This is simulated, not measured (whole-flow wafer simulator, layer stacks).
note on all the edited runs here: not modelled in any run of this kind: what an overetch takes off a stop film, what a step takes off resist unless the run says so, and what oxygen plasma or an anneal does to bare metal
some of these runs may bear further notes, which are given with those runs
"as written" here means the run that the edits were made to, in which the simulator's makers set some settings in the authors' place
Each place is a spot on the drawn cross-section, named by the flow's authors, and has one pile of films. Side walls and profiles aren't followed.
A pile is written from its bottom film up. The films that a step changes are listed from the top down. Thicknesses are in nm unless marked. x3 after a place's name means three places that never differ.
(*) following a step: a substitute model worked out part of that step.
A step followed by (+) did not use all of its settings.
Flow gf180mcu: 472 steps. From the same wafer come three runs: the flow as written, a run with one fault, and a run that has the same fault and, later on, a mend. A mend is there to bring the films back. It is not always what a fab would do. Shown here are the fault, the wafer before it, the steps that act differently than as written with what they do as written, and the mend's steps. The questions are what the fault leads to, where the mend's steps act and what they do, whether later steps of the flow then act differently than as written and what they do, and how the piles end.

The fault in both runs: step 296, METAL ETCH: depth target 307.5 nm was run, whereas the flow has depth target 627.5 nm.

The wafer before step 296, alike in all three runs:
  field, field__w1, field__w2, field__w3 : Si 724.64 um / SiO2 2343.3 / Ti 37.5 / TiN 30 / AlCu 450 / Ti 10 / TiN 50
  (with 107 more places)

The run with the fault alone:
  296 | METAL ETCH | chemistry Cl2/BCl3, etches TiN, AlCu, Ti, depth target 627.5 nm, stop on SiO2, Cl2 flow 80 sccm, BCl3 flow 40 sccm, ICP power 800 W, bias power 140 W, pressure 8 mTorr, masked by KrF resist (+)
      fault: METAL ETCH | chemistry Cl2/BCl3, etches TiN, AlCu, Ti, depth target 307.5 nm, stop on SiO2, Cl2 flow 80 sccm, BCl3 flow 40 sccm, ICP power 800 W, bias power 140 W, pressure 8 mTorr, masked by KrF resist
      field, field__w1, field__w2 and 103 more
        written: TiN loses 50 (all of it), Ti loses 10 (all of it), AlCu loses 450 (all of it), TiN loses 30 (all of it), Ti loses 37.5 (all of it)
        fault: TiN loses 50 (all of it), Ti loses 10 (all of it), AlCu loses 247.5
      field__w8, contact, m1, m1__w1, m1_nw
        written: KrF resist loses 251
        fault: KrF resist loses 123
  Steps later in the flow that act otherwise than as written:
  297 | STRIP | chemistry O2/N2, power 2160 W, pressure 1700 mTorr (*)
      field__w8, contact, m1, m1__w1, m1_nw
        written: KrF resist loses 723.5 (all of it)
        fault: KrF resist loses 851.5 (all of it)
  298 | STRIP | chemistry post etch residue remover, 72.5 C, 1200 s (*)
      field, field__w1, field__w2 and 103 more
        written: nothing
        fault: AlCu loses 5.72
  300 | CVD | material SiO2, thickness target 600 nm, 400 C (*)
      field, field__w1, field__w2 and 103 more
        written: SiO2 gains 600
        fault: SiO2 gains 600 (new film)
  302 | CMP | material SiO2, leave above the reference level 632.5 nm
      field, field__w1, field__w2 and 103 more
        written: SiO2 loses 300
        fault: SiO2 loses 564.3
  At field, field__w1, field__w2 and 104 more, the piles at the end differ from the flow's by more than 2% or 0.5 nm, whichever is larger.
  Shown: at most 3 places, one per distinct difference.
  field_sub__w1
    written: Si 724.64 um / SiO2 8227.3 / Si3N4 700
    fault: Si 724.64 um / SiO2 2343.2 / Ti 37.5 / TiN 30 / AlCu 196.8 / SiO2 5619.7 / Si3N4 700
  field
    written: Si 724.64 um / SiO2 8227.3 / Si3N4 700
    fault: Si 724.64 um / SiO2 2343.3 / Ti 37.5 / TiN 30 / AlCu 196.8 / SiO2 5619.7 / Si3N4 700
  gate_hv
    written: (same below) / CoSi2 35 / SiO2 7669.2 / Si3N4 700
    fault: (same below) / CoSi2 35 / SiO2 1785.1 / Ti 37.5 / TiN 30 / AlCu 196.8 / SiO2 5619.7 / Si3N4 700

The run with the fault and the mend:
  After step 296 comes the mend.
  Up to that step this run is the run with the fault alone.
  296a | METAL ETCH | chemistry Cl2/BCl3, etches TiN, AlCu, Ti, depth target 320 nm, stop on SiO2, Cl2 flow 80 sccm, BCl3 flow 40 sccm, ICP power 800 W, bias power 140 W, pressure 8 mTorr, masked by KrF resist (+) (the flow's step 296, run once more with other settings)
      field, field__w1, field__w2 and 103 more
        AlCu loses 202.5 (all of it), TiN loses 30 (all of it), Ti loses 37.5 (all of it)
      field__w8, contact, m1, m1__w1, m1_nw
        KrF resist loses 128
  Later steps of the flow that are run all act as written at every place that is followed.
  By the end, the piles equal the flow's at every place that both follow.
